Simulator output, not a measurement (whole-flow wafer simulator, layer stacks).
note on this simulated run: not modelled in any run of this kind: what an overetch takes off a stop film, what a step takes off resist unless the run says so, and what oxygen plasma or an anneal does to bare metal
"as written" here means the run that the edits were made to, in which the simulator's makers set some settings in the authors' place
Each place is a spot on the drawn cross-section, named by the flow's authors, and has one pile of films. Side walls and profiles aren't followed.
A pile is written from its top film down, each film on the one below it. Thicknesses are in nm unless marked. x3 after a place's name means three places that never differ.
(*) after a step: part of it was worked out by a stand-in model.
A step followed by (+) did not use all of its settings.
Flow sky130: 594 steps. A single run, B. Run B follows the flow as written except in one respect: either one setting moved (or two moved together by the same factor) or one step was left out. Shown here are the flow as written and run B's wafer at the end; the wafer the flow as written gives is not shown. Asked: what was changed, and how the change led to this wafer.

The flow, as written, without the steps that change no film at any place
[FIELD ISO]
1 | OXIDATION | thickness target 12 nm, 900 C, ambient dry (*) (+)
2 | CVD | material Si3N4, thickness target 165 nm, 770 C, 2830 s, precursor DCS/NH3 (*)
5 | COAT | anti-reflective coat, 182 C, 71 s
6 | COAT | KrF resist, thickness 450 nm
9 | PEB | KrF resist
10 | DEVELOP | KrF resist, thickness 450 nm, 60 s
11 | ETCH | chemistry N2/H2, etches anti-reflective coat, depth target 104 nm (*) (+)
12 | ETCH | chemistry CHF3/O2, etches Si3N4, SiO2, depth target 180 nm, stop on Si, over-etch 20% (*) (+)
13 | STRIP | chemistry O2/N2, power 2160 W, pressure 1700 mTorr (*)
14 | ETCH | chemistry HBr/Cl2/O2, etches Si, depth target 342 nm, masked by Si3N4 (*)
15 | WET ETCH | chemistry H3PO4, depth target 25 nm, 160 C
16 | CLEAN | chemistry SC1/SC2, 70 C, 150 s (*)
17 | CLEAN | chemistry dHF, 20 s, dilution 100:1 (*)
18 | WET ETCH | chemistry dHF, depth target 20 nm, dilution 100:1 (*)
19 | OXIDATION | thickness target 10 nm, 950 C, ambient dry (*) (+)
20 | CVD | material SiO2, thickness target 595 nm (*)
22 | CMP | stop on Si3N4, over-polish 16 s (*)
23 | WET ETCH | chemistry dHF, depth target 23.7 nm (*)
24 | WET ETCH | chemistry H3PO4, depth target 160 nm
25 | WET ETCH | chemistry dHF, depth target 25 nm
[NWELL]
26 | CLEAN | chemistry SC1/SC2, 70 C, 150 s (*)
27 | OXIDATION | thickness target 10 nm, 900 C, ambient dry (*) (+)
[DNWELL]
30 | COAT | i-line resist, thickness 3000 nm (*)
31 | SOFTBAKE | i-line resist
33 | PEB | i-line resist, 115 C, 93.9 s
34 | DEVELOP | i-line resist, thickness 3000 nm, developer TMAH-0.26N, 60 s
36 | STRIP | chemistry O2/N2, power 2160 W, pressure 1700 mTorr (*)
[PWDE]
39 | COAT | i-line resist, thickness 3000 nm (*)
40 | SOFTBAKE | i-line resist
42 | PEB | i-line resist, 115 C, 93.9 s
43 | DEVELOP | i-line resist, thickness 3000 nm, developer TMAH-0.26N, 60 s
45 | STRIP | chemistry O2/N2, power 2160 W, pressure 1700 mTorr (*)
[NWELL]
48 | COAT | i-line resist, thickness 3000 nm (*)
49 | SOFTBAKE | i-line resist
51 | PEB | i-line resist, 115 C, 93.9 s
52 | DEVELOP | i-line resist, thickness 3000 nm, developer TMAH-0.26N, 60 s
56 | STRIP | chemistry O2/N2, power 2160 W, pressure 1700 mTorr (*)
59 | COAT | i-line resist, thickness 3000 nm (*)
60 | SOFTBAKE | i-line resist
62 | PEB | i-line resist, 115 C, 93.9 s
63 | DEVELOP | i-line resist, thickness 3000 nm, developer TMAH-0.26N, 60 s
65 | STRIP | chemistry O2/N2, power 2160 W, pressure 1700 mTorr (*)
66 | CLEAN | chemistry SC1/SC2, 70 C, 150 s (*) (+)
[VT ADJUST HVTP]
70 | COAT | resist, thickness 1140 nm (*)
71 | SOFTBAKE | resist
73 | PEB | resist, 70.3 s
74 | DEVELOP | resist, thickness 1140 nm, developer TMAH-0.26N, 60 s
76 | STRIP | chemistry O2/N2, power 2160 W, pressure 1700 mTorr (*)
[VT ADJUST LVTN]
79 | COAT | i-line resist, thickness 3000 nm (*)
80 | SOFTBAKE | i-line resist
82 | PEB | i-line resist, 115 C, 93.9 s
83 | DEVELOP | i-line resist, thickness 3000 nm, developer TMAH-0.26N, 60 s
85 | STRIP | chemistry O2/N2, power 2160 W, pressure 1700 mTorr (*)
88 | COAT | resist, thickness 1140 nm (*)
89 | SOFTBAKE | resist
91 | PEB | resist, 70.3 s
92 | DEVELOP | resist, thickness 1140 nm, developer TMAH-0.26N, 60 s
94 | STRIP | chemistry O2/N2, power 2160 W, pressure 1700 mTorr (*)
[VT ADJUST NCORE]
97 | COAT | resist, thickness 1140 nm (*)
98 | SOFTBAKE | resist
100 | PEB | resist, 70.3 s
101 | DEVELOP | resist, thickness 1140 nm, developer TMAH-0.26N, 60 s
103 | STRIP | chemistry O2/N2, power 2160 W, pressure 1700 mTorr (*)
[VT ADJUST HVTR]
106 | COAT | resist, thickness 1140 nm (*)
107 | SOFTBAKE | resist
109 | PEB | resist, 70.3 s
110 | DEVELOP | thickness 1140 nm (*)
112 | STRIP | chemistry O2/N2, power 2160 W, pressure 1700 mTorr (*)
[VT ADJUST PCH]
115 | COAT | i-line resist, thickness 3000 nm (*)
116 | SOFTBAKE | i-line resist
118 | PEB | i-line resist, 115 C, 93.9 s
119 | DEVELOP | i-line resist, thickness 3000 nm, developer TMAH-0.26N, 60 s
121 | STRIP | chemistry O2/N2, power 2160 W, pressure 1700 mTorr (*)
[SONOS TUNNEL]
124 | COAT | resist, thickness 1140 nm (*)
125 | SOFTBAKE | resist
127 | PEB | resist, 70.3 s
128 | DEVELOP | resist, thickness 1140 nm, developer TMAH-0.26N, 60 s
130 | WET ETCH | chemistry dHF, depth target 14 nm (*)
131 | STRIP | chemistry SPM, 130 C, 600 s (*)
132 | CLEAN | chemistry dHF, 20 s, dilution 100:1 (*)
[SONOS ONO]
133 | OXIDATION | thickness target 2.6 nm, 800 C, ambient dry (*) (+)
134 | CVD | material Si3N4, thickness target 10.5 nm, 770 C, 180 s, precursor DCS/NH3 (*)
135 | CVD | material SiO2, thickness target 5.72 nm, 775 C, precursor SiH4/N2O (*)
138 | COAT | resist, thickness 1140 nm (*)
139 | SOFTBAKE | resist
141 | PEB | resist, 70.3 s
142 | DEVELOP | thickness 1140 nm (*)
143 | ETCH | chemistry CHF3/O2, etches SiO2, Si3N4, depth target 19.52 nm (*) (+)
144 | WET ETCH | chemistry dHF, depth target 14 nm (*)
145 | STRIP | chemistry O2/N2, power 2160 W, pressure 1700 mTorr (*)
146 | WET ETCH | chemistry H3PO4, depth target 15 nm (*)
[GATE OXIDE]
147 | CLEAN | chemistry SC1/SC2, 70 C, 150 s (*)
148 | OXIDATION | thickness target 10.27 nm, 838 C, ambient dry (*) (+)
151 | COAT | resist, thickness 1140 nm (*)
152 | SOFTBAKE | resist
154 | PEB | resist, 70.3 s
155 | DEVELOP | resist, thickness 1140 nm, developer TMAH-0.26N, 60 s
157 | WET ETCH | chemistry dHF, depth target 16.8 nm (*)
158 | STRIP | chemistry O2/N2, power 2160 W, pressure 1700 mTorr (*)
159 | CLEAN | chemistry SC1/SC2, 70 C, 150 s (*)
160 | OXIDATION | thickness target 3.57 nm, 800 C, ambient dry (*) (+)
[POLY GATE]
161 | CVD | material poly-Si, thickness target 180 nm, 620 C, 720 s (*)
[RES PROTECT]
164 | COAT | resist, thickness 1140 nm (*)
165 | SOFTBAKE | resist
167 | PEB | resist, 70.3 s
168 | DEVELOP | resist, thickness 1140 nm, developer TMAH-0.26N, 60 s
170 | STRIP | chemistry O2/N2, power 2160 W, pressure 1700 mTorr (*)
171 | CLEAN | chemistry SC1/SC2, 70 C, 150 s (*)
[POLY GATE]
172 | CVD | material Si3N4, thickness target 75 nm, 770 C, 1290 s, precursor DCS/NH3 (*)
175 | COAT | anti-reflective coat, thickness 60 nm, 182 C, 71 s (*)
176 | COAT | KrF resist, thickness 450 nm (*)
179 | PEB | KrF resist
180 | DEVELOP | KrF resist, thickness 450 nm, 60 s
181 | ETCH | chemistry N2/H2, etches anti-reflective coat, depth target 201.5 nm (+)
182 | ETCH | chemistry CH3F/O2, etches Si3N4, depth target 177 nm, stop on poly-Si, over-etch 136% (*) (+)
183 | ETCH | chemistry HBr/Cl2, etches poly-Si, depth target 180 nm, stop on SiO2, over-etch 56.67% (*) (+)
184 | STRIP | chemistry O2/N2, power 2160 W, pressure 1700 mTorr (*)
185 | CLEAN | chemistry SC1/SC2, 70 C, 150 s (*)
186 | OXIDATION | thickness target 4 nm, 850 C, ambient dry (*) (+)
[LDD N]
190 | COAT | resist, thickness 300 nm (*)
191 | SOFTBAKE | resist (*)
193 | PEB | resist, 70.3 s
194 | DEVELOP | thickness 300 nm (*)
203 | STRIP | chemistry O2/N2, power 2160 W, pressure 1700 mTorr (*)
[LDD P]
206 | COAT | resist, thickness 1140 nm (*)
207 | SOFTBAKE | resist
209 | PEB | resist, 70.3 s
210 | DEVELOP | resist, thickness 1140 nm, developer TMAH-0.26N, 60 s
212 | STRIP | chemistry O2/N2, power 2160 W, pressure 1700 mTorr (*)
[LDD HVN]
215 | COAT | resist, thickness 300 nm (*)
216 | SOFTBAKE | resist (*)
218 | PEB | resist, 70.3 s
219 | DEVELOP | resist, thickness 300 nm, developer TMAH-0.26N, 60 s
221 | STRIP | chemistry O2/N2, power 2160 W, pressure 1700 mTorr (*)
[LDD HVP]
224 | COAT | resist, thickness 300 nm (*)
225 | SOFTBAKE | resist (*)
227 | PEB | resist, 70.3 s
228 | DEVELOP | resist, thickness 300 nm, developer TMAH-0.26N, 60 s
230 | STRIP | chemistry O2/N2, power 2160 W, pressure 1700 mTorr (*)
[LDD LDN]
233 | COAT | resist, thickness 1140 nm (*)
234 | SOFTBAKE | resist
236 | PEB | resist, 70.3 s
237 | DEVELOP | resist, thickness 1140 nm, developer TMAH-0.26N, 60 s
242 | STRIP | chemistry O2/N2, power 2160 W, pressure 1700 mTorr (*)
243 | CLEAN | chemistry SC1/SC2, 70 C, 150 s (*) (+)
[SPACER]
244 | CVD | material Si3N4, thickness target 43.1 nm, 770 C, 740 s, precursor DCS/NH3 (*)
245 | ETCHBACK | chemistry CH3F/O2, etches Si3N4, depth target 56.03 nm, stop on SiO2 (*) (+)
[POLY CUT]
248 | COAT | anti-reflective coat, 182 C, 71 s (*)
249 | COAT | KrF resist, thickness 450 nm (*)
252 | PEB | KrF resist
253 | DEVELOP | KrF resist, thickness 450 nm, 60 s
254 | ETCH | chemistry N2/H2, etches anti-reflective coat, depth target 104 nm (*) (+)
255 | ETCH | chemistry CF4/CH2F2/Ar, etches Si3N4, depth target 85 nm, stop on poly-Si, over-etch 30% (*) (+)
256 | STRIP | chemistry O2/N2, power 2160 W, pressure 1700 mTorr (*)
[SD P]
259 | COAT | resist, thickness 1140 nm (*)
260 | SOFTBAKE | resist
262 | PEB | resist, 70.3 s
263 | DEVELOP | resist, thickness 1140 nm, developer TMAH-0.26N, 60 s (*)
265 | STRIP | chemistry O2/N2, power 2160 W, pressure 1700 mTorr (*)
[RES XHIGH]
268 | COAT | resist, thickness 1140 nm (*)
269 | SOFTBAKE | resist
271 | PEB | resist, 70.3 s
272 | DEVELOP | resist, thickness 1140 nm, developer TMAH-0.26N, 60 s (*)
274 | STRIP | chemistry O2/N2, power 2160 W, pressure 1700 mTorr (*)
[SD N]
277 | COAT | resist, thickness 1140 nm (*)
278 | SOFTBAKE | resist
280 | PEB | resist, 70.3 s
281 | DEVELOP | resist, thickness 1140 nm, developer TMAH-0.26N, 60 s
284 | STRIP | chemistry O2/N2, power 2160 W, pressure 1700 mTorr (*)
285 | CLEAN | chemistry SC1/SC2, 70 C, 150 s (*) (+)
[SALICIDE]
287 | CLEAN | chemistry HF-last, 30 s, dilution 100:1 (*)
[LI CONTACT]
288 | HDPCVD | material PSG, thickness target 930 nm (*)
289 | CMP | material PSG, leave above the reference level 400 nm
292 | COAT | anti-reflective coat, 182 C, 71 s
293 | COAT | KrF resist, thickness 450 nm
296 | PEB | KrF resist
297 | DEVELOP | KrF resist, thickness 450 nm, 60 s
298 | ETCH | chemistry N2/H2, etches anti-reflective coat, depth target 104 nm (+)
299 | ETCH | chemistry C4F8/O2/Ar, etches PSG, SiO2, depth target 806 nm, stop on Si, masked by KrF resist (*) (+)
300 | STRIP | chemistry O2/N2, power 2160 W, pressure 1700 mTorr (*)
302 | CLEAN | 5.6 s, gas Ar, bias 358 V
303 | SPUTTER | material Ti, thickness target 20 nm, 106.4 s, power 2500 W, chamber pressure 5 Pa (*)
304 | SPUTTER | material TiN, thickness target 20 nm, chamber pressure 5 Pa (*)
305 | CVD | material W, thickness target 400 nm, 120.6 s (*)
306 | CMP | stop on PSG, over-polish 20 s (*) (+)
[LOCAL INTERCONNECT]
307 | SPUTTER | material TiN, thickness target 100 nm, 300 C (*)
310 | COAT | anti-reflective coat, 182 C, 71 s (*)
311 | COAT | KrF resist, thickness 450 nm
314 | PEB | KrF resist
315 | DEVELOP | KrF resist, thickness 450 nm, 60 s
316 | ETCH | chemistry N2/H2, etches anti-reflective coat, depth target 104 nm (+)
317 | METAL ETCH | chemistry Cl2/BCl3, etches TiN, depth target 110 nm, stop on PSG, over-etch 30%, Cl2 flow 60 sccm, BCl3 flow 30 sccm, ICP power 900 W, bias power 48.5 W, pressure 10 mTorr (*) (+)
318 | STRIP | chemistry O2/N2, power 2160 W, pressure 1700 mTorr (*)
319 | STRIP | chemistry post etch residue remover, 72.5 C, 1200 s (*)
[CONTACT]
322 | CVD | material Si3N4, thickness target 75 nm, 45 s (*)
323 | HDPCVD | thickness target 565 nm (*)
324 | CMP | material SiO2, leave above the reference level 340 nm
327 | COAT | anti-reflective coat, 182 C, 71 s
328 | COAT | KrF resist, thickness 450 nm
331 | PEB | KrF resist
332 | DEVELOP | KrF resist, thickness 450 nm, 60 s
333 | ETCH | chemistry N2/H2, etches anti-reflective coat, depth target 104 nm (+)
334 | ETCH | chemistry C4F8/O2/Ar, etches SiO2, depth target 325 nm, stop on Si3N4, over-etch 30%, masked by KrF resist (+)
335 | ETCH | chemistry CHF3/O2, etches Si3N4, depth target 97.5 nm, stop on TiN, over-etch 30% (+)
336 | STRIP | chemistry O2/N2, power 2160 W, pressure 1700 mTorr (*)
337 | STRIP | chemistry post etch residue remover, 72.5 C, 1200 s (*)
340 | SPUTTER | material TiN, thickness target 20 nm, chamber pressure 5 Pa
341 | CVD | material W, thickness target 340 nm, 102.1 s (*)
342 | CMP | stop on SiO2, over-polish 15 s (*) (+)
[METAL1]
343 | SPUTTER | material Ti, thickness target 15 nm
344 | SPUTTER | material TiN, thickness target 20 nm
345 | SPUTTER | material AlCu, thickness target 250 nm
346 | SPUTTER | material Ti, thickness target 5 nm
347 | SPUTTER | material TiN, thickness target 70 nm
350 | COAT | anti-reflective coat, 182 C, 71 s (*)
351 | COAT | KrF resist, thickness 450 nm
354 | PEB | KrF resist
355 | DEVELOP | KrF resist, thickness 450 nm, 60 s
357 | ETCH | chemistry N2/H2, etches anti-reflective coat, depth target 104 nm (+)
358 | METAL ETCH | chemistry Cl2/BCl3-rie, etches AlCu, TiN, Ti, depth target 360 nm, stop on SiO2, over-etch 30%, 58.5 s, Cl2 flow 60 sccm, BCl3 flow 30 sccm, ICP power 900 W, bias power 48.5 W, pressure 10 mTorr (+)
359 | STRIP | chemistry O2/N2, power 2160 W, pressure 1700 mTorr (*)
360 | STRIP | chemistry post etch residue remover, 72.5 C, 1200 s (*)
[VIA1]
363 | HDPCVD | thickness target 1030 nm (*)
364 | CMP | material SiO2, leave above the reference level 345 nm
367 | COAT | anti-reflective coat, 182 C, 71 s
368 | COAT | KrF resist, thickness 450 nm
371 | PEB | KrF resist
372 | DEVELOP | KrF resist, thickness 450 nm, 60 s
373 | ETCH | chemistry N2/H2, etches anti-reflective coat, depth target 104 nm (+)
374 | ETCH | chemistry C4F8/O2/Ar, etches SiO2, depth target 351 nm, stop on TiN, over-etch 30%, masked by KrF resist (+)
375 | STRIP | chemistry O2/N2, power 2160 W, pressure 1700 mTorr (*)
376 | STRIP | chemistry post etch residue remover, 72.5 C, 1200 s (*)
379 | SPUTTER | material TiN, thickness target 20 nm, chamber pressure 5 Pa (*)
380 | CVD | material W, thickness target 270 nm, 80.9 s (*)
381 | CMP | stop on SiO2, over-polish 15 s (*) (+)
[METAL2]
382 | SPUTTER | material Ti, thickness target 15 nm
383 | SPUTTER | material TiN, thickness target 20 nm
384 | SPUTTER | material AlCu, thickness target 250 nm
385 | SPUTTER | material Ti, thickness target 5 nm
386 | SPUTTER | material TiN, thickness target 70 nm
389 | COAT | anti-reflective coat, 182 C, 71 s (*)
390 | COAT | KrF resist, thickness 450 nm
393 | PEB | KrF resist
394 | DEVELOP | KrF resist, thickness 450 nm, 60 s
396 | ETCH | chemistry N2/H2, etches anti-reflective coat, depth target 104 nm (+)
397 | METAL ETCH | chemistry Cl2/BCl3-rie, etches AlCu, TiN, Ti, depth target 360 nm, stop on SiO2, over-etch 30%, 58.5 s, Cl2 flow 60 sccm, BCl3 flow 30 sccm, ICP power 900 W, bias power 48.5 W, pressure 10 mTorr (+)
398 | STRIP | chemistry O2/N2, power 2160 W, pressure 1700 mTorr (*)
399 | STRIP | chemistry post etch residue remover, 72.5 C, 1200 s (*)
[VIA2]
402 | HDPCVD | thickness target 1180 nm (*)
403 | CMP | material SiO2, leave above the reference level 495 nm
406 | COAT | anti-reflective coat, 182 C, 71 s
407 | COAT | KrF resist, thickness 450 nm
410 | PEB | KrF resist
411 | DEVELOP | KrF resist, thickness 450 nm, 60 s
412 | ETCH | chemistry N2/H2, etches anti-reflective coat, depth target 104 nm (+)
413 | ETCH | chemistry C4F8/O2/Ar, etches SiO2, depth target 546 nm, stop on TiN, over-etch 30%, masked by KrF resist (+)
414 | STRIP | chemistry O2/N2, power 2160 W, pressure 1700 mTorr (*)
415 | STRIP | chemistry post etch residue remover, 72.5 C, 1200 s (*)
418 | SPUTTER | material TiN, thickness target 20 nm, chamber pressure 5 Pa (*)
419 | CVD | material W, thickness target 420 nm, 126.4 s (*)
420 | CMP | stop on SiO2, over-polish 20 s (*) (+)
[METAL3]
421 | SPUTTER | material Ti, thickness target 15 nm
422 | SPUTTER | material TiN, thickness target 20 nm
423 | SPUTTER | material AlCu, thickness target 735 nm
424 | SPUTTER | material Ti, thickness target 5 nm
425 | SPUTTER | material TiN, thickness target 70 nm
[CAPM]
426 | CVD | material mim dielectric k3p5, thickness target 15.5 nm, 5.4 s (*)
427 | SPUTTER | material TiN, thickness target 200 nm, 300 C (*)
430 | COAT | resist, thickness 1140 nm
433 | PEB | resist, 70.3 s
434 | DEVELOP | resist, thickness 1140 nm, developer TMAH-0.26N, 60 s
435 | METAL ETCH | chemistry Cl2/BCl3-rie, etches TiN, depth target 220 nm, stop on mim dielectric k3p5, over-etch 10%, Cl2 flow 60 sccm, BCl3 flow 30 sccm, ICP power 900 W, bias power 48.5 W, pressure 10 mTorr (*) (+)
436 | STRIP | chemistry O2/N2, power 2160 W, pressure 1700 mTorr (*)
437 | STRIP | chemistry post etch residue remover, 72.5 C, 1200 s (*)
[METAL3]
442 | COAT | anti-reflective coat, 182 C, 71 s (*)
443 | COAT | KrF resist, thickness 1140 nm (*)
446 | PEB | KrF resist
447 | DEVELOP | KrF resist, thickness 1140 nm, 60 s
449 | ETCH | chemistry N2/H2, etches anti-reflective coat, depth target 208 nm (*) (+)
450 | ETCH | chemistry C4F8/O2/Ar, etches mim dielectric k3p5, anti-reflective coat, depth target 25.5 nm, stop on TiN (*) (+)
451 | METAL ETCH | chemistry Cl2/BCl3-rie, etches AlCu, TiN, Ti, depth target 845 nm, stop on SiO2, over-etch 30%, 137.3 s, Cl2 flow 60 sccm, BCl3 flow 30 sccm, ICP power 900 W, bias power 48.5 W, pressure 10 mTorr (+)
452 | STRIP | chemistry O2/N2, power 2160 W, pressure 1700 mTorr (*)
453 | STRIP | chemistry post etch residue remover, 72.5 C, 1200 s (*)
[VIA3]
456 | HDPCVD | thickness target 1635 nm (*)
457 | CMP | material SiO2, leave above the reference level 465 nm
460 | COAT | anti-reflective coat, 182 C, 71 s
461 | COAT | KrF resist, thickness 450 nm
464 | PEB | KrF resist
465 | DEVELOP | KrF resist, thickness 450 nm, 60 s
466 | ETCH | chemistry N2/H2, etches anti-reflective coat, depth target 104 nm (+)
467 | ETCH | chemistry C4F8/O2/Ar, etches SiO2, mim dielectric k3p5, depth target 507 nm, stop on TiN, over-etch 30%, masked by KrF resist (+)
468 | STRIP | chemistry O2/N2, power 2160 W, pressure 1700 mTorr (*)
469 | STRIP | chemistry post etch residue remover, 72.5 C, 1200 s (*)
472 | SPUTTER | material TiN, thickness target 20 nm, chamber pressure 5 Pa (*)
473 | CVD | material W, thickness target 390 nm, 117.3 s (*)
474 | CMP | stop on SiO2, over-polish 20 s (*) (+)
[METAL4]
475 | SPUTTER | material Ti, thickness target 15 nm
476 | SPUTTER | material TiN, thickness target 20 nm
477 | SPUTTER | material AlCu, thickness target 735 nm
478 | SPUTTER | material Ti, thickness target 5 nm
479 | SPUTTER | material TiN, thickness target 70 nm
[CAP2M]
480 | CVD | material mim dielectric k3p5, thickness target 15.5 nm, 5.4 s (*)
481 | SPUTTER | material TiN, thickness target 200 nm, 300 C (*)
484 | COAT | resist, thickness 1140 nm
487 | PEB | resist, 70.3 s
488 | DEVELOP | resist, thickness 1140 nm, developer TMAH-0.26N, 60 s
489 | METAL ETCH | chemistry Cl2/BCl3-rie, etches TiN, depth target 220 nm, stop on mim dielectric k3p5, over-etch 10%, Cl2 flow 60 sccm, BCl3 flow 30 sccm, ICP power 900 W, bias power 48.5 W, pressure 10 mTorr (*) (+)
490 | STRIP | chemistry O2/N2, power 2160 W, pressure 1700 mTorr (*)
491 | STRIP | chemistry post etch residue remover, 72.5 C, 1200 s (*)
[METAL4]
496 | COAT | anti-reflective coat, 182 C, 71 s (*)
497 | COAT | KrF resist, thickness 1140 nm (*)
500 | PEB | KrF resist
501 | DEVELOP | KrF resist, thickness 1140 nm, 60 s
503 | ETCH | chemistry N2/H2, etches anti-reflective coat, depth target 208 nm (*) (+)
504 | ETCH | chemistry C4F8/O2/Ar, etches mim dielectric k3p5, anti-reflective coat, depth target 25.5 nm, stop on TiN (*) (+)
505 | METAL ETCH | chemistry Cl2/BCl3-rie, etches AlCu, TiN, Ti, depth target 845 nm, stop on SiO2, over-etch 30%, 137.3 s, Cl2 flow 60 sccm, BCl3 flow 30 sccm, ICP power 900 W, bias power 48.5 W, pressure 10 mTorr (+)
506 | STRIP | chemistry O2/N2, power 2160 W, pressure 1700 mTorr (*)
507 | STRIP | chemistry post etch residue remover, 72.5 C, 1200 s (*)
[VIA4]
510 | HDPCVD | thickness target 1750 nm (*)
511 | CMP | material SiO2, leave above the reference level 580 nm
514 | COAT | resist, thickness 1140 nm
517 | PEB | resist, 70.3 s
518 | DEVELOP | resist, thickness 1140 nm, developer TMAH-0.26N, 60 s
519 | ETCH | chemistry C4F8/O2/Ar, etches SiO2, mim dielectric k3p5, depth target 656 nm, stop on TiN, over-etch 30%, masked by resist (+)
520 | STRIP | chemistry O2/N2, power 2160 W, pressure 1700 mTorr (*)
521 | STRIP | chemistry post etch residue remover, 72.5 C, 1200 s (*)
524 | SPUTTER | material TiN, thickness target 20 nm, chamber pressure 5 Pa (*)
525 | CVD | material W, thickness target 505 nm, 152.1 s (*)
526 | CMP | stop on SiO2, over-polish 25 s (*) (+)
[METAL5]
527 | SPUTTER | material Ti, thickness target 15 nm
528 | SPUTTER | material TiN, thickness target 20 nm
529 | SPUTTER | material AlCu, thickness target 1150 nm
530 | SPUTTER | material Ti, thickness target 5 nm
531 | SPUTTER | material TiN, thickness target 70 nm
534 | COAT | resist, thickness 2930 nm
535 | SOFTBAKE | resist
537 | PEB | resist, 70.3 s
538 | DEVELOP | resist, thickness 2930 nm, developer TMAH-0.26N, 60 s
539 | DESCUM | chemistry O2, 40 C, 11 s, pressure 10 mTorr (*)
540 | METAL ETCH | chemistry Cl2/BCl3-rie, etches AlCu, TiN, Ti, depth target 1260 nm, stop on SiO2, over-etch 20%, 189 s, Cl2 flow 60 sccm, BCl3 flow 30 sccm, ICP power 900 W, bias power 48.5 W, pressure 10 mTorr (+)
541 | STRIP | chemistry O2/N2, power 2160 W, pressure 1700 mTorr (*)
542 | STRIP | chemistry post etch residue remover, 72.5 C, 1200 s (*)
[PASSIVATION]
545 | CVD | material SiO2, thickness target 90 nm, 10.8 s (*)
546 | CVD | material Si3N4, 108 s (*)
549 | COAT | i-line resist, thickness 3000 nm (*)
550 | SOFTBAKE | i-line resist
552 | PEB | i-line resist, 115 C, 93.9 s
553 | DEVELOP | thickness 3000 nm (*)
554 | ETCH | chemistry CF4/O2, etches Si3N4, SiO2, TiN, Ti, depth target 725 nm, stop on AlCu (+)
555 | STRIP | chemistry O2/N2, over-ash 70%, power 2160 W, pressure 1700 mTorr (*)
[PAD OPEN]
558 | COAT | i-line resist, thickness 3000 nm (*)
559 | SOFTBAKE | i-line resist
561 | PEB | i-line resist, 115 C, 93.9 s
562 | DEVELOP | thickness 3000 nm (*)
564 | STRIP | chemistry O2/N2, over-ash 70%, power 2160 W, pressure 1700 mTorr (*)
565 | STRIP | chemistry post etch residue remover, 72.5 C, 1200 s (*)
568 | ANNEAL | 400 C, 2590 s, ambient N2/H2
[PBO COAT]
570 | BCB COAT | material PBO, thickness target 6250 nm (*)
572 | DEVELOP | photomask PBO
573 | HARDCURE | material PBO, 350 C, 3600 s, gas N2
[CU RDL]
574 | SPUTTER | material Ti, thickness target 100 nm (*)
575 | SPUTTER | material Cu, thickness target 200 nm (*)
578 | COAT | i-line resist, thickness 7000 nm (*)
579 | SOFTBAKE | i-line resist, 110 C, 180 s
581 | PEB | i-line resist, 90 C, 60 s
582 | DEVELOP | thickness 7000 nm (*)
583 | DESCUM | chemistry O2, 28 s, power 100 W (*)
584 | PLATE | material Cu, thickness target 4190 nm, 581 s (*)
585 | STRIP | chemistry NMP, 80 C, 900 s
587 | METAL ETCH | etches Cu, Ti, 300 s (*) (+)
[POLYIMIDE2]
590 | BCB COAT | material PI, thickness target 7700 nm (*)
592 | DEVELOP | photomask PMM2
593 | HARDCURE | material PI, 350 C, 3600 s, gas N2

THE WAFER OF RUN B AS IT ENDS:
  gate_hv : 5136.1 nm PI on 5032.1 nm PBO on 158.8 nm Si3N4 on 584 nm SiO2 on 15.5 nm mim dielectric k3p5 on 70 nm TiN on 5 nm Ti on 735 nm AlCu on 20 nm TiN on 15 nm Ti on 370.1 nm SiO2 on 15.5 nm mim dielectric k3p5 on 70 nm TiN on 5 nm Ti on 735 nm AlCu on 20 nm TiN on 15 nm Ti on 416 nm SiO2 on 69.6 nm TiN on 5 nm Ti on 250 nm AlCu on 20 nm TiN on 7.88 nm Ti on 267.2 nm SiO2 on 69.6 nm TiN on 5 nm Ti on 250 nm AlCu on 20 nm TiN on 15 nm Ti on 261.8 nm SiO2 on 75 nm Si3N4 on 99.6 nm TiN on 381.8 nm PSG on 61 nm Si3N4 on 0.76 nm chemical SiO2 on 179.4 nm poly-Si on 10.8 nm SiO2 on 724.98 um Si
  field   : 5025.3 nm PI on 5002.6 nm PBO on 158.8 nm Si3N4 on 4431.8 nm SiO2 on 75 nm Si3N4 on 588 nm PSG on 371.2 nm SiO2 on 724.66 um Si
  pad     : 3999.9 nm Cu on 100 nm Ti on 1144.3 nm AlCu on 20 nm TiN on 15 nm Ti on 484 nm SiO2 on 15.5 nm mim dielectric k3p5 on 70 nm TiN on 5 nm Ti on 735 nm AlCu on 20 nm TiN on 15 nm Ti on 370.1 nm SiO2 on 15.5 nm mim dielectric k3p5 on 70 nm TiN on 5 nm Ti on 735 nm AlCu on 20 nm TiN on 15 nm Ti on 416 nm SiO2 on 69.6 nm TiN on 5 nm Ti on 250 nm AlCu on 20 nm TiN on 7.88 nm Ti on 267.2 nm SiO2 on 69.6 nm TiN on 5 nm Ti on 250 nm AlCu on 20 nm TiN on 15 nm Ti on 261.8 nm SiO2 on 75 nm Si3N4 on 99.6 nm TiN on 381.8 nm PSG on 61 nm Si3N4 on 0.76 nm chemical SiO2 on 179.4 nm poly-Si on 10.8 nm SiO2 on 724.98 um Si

The reason: step 382, SPUTTER: thickness target 7.88 nm was run, whereas the flow has thickness target 15 nm.
One can read it off the wafer: gate_hv has Ti 7.88, and step 382 as written asks for 15 nm.

The path from the change to this, step by step:
  382 | SPUTTER | material Ti, thickness target 15 nm
      field, active, n_well and 188 more: Ti gains 7.88 (new film) (as written it would have been: Ti gains 15 (new film))
  397 | METAL ETCH | chemistry Cl2/BCl3-rie, etches AlCu, TiN, Ti, depth target 360 nm, stop on SiO2, over-etch 30%, 58.5 s, Cl2 flow 60 sccm, BCl3 flow 30 sccm, ICP power 900 W, bias power 48.5 W, pressure 10 mTorr (+)
      field, active, gate and 82 more: TiN loses 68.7 (all of it), Ti loses 5 (all of it), AlCu loses 250 (all of it), TiN loses 20 (all of it), Ti loses 7.88 (all of it), SiO2 loses 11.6 (as written it would have been: TiN loses 68.7 (all of it), Ti loses 5 (all of it), AlCu loses 250 (all of it), TiN loses 20 (all of it), Ti loses 15 (all of it), SiO2 loses 10.9)
